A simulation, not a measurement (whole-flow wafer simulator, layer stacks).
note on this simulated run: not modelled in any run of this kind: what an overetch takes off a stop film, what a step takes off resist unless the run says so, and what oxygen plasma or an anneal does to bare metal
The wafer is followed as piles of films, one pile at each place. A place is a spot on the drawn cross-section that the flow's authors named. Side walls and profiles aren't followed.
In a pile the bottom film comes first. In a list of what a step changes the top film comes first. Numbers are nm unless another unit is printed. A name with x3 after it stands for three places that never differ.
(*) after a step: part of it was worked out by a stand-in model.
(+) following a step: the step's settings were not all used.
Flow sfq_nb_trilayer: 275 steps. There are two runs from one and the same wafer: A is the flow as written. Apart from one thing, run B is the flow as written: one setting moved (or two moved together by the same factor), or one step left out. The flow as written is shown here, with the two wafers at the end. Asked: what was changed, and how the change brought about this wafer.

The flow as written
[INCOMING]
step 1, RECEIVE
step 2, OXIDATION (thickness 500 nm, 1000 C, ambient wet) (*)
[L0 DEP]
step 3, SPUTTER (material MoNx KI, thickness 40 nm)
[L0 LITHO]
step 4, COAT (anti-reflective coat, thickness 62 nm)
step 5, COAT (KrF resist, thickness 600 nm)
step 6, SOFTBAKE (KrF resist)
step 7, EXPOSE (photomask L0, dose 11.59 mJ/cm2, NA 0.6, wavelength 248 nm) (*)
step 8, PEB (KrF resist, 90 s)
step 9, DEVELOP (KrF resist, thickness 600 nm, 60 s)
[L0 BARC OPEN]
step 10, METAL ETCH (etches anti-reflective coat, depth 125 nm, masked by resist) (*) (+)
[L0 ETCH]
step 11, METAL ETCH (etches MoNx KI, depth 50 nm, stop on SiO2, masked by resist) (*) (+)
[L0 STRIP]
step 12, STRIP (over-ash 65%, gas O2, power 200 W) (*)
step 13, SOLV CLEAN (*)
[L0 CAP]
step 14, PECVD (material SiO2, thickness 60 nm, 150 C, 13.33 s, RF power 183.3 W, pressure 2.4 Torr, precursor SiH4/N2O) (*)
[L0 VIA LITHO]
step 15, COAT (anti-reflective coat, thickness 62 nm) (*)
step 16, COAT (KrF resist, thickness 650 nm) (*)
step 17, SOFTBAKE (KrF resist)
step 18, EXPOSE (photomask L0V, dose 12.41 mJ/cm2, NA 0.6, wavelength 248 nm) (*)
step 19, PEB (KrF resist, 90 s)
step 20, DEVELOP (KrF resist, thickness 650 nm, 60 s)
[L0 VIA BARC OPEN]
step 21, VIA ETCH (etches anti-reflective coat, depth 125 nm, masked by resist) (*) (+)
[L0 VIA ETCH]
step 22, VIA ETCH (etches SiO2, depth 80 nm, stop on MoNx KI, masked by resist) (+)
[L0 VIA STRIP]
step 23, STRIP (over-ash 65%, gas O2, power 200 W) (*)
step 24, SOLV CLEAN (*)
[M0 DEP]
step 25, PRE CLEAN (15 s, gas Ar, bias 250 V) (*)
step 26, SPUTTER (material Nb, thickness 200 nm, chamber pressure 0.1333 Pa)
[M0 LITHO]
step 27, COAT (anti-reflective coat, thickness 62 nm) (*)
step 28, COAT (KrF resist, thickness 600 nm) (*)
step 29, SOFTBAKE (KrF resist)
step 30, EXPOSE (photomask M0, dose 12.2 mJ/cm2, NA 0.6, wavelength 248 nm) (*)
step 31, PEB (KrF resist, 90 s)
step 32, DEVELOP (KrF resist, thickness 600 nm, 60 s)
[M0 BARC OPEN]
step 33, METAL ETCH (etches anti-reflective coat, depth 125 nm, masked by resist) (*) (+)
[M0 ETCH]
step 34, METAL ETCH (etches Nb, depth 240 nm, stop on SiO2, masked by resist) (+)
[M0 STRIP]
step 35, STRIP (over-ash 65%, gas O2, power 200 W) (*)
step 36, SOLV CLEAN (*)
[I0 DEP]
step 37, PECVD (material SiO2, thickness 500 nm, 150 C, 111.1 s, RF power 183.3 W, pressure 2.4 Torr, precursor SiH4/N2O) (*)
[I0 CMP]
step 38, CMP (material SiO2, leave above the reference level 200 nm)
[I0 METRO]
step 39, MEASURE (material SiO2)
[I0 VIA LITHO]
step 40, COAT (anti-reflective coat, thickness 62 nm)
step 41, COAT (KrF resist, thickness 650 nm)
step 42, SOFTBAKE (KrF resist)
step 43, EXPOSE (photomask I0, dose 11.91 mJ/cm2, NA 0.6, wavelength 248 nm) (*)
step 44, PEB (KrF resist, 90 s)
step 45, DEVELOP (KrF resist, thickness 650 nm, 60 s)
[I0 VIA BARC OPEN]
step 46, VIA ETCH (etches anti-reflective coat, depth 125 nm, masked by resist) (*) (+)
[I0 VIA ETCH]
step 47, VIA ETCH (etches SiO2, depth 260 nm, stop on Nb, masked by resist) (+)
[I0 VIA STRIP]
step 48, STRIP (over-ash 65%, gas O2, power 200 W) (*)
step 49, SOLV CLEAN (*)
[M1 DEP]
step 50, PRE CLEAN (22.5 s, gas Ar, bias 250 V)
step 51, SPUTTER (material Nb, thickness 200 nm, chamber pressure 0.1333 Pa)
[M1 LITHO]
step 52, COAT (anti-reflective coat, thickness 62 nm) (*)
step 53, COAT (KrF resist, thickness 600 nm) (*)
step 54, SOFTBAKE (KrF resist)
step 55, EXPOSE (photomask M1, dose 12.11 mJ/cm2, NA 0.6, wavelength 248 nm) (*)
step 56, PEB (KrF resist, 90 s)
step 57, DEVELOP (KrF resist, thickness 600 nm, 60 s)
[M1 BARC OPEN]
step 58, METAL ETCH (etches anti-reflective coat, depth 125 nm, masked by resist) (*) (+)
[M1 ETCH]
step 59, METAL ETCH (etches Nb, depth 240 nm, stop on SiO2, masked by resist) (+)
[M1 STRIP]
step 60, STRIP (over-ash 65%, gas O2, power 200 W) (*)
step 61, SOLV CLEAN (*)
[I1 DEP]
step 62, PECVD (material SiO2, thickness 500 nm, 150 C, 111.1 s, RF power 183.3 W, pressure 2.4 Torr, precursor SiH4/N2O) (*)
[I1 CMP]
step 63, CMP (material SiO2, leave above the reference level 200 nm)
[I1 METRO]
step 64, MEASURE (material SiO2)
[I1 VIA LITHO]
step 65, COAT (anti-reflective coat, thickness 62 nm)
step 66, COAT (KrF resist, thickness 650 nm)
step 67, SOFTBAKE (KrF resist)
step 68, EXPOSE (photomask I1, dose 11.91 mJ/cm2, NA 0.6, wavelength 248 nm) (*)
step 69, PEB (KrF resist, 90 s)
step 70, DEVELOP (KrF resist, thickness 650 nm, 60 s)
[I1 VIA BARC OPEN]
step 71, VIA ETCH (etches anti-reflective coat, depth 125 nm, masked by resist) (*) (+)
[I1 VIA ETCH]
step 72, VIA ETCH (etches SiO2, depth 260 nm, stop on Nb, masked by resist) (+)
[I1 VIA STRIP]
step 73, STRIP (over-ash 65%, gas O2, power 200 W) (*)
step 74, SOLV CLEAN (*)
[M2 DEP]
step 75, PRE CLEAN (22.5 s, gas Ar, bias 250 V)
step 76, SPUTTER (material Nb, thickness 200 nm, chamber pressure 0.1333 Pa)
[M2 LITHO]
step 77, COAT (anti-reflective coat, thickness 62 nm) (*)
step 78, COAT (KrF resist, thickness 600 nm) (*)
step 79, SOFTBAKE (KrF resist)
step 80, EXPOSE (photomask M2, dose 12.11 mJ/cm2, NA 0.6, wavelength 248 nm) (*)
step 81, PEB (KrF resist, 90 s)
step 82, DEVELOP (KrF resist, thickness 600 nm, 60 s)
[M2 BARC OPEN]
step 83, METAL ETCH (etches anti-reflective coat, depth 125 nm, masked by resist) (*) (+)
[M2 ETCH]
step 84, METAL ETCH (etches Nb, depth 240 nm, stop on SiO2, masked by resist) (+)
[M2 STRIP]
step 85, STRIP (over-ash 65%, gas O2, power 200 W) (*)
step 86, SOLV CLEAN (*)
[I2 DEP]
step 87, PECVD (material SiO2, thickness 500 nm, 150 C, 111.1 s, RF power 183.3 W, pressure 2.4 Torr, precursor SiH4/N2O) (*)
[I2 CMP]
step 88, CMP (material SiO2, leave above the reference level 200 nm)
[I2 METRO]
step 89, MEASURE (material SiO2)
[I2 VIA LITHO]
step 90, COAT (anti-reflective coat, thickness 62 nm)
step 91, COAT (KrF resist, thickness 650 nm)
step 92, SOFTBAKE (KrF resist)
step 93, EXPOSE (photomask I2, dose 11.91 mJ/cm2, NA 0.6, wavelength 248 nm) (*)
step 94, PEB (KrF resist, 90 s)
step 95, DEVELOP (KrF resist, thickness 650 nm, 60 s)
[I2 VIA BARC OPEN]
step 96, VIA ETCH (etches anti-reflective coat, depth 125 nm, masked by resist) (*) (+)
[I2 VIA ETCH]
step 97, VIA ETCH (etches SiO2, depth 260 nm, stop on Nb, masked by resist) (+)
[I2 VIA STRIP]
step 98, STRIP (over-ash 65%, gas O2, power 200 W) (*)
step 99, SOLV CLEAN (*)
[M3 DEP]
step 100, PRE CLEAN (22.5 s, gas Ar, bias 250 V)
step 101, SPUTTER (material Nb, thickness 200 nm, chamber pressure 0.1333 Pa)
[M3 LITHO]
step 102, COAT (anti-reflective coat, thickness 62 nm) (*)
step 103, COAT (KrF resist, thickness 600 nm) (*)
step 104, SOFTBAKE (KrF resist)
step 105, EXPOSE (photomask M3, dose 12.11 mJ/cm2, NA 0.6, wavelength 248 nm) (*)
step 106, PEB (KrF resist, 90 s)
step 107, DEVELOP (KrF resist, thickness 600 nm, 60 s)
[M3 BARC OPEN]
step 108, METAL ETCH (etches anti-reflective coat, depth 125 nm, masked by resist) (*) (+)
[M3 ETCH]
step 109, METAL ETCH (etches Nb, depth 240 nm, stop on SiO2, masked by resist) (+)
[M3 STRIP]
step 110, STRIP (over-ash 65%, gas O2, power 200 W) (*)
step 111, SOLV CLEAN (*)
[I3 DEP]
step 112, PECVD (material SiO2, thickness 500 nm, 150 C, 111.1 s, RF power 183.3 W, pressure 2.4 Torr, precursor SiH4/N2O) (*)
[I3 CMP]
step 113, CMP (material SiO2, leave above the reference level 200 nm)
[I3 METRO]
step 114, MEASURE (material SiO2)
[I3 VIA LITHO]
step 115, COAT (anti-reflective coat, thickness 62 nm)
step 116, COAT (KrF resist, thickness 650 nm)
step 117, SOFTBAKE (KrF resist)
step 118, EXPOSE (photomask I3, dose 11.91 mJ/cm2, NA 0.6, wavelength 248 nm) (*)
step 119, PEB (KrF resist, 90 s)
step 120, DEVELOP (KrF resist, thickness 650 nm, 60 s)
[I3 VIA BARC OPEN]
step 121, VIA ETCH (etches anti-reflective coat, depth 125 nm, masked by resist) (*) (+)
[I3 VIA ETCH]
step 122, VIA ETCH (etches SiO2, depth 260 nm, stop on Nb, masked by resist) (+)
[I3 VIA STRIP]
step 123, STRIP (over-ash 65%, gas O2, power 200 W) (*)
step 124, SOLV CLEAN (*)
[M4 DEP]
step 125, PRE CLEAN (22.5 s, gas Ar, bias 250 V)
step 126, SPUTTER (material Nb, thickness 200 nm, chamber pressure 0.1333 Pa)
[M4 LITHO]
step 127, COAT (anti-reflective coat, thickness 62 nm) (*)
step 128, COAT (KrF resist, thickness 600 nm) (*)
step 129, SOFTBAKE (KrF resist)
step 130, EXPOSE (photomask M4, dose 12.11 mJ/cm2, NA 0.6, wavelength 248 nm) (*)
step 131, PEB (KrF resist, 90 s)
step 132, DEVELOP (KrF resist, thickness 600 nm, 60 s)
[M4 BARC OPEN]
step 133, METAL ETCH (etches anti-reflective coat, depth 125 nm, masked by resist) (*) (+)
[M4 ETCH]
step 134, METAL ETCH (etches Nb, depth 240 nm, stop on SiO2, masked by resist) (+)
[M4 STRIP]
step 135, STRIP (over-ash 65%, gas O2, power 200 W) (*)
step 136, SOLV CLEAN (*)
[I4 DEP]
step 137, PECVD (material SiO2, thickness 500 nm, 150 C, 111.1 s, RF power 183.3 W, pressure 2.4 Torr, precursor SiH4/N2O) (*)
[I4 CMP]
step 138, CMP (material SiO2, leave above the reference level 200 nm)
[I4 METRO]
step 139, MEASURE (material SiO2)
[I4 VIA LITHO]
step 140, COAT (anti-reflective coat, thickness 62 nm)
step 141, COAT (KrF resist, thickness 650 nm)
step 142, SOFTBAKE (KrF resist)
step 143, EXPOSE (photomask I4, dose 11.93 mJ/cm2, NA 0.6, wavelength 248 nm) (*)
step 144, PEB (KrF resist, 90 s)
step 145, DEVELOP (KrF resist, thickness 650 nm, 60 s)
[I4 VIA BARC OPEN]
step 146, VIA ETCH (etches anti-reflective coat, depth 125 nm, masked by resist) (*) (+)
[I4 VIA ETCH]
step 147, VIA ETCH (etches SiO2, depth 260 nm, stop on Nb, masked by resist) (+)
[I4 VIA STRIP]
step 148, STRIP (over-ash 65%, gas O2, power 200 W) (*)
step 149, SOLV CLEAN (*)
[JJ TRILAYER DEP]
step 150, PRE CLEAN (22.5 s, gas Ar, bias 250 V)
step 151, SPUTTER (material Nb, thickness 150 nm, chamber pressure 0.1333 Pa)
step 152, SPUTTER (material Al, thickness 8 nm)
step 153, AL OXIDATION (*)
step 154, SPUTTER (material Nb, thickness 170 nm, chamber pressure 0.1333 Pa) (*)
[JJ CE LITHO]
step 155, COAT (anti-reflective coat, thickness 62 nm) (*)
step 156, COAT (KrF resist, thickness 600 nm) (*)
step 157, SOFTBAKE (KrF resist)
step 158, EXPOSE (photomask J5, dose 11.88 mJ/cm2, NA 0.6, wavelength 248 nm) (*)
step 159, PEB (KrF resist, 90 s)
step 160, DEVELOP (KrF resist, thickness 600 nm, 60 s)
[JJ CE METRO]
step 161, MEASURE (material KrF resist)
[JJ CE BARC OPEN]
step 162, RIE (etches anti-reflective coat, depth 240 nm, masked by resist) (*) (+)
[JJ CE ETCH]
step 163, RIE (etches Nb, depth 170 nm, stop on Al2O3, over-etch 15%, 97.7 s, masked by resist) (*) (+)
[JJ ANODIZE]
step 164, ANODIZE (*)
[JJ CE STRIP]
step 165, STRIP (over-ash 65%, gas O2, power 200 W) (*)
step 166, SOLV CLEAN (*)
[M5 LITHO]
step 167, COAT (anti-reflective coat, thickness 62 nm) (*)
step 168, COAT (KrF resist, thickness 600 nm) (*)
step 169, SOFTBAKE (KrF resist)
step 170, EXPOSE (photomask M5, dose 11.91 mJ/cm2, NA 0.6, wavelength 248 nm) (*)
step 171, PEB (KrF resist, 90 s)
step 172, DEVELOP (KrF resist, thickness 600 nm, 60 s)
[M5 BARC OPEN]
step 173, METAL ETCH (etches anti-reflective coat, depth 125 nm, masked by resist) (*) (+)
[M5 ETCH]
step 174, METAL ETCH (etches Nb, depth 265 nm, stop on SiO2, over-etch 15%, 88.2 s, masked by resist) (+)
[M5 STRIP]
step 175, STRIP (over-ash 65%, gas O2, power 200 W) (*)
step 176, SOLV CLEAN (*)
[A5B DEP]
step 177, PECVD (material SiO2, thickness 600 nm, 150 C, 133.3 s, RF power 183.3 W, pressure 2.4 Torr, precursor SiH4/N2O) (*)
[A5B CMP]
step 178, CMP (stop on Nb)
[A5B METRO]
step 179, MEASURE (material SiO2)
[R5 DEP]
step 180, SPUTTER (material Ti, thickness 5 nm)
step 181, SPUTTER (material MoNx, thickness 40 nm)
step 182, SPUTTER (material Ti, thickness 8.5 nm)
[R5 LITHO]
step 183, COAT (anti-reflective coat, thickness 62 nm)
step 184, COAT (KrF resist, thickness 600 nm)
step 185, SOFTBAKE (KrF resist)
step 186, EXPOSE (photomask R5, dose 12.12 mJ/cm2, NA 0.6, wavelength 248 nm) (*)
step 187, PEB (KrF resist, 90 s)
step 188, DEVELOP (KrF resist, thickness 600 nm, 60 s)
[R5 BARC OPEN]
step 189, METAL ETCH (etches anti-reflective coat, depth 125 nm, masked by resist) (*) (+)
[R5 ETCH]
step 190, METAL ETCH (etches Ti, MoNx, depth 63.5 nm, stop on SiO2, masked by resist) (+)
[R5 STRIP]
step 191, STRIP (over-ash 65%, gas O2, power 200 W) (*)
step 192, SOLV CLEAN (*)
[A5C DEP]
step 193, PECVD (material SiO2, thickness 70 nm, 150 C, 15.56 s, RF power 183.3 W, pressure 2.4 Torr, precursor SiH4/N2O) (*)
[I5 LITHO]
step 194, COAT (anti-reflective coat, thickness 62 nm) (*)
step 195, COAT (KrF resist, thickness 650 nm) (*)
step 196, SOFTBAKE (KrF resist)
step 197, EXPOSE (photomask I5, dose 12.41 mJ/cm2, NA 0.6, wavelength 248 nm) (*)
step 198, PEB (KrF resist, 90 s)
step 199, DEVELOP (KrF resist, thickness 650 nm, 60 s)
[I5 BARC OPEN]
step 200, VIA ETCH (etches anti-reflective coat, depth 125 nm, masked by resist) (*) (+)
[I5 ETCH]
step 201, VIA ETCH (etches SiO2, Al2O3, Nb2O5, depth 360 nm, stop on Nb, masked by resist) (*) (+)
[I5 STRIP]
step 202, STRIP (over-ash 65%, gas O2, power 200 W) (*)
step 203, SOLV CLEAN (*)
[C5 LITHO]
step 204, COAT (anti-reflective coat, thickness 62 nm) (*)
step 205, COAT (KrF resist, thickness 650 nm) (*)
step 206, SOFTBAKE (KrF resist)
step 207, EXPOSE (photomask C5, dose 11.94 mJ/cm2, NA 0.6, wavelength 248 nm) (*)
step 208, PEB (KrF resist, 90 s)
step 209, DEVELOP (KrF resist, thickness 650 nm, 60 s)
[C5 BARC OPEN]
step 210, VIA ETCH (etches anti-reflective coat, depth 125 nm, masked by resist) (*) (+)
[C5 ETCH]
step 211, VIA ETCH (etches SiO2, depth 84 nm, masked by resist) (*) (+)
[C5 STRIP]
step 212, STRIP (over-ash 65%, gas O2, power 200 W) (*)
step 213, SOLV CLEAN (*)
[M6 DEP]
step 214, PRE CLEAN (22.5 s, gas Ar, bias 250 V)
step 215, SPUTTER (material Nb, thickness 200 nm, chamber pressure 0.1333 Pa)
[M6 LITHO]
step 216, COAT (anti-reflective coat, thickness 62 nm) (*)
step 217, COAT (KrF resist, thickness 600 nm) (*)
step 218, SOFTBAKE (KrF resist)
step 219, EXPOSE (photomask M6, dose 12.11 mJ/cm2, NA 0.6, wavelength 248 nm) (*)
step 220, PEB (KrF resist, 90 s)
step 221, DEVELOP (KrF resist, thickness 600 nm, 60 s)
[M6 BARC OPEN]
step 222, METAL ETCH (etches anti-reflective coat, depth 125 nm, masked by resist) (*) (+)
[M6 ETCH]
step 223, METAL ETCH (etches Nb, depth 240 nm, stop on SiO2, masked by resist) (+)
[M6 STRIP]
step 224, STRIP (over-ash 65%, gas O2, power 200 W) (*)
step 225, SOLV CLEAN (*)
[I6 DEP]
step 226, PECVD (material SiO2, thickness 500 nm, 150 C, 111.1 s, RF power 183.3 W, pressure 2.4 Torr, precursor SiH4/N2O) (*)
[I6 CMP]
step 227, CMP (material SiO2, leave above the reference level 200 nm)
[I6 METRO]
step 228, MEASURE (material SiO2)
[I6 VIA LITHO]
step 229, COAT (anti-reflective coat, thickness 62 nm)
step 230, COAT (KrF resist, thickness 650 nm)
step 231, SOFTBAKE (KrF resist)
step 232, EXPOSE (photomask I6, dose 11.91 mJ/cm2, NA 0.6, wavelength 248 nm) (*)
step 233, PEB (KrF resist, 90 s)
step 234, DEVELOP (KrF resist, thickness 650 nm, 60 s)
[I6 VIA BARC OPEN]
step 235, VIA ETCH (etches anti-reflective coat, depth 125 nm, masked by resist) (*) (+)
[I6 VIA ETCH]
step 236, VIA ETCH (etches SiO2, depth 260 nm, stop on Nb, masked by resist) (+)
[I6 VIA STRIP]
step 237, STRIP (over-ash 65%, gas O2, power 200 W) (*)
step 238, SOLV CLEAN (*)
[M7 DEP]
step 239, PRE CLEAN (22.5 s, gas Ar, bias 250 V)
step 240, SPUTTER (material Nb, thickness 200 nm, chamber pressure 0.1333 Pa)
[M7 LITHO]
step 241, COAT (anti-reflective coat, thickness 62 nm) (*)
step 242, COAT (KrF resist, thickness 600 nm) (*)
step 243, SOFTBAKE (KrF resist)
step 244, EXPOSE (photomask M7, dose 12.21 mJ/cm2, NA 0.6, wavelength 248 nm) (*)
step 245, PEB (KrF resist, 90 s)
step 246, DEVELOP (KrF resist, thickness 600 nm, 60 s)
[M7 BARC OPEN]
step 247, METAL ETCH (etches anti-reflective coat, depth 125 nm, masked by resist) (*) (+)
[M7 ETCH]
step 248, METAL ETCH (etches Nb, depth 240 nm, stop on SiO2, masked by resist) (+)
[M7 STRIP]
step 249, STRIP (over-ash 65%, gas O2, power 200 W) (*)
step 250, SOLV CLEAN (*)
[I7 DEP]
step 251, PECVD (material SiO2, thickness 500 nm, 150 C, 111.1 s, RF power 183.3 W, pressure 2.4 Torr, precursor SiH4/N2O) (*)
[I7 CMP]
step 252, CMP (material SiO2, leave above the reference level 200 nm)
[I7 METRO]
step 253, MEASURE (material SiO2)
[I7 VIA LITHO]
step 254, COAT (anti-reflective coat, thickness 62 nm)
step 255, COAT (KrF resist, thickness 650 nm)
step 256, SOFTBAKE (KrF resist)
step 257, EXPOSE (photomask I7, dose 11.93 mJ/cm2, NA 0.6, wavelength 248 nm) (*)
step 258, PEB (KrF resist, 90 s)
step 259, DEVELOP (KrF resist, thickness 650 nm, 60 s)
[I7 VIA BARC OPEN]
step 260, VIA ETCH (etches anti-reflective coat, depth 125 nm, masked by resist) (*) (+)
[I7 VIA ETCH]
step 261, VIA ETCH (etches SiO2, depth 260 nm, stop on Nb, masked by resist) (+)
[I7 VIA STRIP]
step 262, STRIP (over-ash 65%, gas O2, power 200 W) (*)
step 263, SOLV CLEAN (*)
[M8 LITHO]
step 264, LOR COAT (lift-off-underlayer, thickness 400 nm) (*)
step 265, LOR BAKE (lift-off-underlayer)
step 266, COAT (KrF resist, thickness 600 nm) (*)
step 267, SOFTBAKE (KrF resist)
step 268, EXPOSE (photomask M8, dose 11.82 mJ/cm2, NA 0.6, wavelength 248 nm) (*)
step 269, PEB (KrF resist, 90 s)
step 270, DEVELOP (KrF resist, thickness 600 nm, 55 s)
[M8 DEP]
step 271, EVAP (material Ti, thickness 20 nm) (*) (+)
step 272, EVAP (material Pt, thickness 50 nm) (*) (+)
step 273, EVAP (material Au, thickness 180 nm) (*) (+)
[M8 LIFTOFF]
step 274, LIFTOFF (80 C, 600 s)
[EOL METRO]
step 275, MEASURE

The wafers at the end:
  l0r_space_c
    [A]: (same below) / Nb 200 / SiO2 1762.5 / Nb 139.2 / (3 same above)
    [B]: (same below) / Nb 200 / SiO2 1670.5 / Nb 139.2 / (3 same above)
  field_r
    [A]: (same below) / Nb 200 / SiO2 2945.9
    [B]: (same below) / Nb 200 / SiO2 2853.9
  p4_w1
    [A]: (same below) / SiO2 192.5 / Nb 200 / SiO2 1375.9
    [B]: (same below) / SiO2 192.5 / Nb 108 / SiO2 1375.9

The reason: step 126, SPUTTER: thickness 108 nm was run, while the flow as written has thickness 200 nm.
The wafer itself shows it: p4_w1 has Nb 108, and step 126 as written asks for 200 nm.

Step by step, how the change led to this:
  step 126, SPUTTER (material Nb, thickness 200 nm, chamber pressure 0.1333 Pa)
      field_l, v_sur, via_wl and 102 more: A Nb gains 200 (new film) | B Nb gains 108 (new film)
      via_v: A Nb gains 165.5 | B Nb gains 89
  step 127, COAT (anti-reflective coat, thickness 62 nm) (*)
      via_v: A anti-reflective coat gains 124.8 (new film) | B anti-reflective coat gains 120.2 (new film)
  step 134, METAL ETCH (etches Nb, depth 240 nm, stop on SiO2, masked by resist) (+)
      field_l, be, be_sur and 64 more: A Nb loses 200 (all of it) | B Nb loses 108 (all of it)
      v_sur, via_wl, via_w and 36 more: A KrF resist loses 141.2 | B KrF resist loses 95.3
  step 135, STRIP (over-ash 65%, gas O2, power 200 W) (*)
      p4_fl, p4_fm, p4_w1 and 26 more: A KrF resist loses 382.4 (all of it), anti-reflective coat loses 62 (all of it) | B KrF resist loses 428.3 (all of it), anti-reflective coat loses 62 (all of it)
      ln_m5, lsp_m, ln_m6: A KrF resist loses 381.9 (all of it), anti-reflective coat loses 61.8 (all of it) | B KrF resist loses 427.8 (all of it), anti-reflective coat loses 61.8 (all of it)
      (as well as at 7 more places)
  step 137, PECVD (material SiO2, thickness 500 nm, 150 C, 111.1 s, RF power 183.3 W, pressure 2.4 Torr, precursor SiH4/N2O) (*)
      p3_s0, p3_s1, p3_s2, p3_s3, p3_s4, p3_s5: A SiO2 gains 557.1 | B SiO2 gains 500
      via_v: A SiO2 gains 615 (new film) | B SiO2 gains 589.5 (new film)
  step 138, CMP (material SiO2, leave above the reference level 200 nm)
      field_l, be, be_sur and 55 more: A SiO2 loses 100 | B SiO2 loses 192
      p3_s0, p3_s1, p3_s2, p3_s3, p3_s4, p3_s5: A SiO2 loses 157.1 | B SiO2 loses 192
      (as well as at 4 more places)
